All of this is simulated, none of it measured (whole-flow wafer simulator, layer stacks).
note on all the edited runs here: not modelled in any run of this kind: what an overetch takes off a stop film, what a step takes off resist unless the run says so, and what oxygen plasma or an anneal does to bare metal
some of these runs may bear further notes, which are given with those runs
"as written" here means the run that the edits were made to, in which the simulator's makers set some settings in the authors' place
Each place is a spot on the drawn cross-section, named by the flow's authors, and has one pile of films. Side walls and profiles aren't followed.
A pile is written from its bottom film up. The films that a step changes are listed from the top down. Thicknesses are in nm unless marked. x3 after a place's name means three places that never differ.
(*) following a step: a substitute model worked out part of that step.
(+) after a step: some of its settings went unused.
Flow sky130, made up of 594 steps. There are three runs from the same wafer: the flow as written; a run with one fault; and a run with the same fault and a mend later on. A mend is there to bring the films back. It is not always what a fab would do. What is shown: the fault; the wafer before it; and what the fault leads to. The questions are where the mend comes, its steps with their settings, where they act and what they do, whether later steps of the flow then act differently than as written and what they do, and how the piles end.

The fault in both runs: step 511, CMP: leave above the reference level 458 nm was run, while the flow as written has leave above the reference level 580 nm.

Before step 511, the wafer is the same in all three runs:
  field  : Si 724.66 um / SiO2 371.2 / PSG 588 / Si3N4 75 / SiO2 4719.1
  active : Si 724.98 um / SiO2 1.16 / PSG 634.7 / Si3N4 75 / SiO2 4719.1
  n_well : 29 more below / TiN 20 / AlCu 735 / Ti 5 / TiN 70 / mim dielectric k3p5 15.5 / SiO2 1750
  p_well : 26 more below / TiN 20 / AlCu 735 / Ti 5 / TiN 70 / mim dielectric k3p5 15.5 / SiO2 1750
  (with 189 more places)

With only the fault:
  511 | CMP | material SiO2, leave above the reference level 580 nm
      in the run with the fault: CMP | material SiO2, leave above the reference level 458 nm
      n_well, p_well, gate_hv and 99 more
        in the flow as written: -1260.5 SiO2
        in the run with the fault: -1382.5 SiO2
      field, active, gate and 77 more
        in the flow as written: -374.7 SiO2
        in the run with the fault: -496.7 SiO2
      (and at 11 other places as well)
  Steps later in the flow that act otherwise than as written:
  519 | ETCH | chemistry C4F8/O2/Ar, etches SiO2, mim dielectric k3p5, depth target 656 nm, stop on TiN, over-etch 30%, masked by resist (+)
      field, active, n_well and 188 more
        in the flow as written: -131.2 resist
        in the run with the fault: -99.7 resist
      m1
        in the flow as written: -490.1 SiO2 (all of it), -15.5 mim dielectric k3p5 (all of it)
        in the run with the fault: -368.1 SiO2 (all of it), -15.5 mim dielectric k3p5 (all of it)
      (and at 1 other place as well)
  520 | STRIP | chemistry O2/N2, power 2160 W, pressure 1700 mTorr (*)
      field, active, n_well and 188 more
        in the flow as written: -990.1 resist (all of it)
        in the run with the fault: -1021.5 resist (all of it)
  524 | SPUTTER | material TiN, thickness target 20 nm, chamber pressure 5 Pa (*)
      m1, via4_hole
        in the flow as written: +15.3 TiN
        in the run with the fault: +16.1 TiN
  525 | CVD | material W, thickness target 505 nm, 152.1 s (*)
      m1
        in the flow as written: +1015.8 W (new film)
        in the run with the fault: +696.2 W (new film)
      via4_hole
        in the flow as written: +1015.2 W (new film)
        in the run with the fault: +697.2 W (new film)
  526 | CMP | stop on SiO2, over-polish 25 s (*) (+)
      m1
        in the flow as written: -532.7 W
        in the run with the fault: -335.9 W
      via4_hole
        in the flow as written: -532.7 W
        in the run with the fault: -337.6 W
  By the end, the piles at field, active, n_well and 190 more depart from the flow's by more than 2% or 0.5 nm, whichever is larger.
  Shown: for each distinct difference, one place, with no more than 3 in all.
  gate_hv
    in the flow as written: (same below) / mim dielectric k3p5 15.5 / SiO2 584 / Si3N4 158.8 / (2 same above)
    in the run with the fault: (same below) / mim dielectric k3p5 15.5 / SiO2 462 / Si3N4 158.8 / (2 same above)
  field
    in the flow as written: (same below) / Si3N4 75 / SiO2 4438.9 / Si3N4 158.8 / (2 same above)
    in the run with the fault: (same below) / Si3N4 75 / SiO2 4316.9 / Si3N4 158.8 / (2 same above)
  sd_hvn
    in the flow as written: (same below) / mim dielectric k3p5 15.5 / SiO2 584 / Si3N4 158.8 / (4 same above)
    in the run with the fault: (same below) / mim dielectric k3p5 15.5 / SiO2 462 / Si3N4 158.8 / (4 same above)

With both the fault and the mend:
  The mend stands after step 518.
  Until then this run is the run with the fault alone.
  518a | STRIP | chemistry O2/N2, power 2160 W, pressure 1700 mTorr (*)
      field, active, n_well and 188 more
        -1121.3 resist (all of it)
  518b | HDPCVD | thickness target 122 nm (*) (the flow's step 510 again, with other settings)
      field, active, n_well and 190 more
        +122 SiO2
  518c | HMDS | 120 C, 60 s (the flow's step 513 again)
      leaves every film unchanged at each place that is followed
  518d | COAT | resist, thickness 1140 nm (the flow's step 514 again)
      field, active, n_well and 190 more
        +1140 resist (new film)
  518e | SOFTBAKE | resist (the flow's step 515 again)
      leaves every film unchanged at each place that is followed
  518f | EXPOSE | photomask VIM4, dose 133.8 mJ/cm2, NA 0.6, wavelength 365 nm (*) (the flow's step 516 again)
      leaves every film unchanged at each place that is followed
  518g | PEB | resist, 70.3 s (the flow's step 517 again)
      field, active, n_well and 190 more
        -18.7 resist
  518h | DEVELOP | resist, thickness 1140 nm, developer TMAH-0.26N, 60 s (the flow's step 518 again)
      m1, via4_hole
        -1121.3 resist (all of it)
  Later steps of the flow that are run all act as written at every place that is followed.
  The piles end the same as the flow's at every place that both follow.
